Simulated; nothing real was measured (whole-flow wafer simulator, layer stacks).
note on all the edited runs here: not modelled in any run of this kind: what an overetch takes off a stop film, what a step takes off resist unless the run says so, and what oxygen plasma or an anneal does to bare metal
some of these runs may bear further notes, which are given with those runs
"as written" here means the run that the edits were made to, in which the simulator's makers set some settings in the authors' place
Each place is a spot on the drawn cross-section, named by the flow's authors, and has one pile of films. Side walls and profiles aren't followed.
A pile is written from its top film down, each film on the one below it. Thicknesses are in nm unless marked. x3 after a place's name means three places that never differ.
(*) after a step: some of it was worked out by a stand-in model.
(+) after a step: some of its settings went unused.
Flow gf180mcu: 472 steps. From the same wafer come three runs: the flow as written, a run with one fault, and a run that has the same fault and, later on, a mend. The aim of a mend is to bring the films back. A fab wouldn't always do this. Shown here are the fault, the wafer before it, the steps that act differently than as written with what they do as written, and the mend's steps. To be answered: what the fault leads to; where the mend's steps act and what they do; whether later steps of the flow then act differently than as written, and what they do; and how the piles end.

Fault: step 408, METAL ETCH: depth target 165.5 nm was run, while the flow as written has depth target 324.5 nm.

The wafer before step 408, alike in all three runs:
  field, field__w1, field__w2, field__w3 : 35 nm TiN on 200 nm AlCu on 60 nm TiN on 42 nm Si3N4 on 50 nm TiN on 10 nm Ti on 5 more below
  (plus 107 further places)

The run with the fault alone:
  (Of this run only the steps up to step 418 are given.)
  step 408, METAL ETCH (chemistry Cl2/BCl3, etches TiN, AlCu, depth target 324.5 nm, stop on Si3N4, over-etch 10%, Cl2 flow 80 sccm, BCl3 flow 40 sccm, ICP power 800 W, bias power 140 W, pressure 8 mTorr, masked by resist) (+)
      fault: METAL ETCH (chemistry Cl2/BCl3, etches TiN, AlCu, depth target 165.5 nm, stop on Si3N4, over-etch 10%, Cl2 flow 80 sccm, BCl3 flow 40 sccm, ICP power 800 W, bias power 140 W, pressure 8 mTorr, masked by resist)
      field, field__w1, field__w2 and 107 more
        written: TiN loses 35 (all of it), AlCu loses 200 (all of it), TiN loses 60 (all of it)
        fault: TiN loses 35 (all of it), AlCu loses 130.5
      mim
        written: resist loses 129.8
        fault: resist loses 66.2
  Steps further on in the flow that do not act as written:
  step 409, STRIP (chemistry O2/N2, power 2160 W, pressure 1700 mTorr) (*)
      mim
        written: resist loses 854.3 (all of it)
        fault: resist loses 917.9 (all of it)
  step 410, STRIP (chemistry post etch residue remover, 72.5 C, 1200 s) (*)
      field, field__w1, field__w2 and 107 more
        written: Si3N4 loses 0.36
        fault: AlCu loses 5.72
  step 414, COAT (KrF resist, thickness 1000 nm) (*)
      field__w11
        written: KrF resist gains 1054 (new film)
        fault: KrF resist gains 1028.8 (new film)
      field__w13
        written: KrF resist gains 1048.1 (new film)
        fault: KrF resist gains 1025.8 (new film)
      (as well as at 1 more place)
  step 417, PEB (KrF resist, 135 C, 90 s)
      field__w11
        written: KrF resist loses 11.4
        fault: KrF resist loses 10.8
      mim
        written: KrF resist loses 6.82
        fault: KrF resist loses 8.35
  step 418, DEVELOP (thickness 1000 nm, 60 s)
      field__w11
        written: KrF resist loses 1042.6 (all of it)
        fault: KrF resist loses 1018 (all of it)
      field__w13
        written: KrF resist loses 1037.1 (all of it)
        fault: KrF resist loses 1015 (all of it)
  Once step 418 is done, the piles at field, field__w1, field__w2 and 109 more depart from the flow's by more than 2% or 0.5 nm, whichever is larger.
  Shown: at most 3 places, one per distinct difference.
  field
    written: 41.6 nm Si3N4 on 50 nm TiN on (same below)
    fault: 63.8 nm AlCu on 60 nm TiN on 42 nm Si3N4 on 50 nm TiN on (same below)
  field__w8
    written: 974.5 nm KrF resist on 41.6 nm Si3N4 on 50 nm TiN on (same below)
    fault: 974.5 nm KrF resist on 63.8 nm AlCu on 60 nm TiN on 42 nm Si3N4 on 50 nm TiN on (same below)
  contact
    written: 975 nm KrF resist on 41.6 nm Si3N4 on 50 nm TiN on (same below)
    fault: 974.8 nm KrF resist on 63.8 nm AlCu on 60 nm TiN on 42 nm Si3N4 on 50 nm TiN on (same below)

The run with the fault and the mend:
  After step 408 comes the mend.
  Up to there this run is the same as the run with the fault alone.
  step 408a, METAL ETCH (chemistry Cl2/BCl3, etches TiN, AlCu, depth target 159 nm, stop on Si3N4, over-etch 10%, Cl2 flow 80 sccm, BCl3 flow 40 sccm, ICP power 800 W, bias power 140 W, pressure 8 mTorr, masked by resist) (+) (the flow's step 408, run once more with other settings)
      field, field__w1, field__w2 and 107 more
        AlCu loses 69.5 (all of it), TiN loses 60 (all of it)
      mim
        resist loses 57
  Every later step of the flow that is run acts as written, at every place that is followed, to within 2% or 0.5 nm, whichever is larger.
  At every place that both follow, the piles at the end match the flow's.
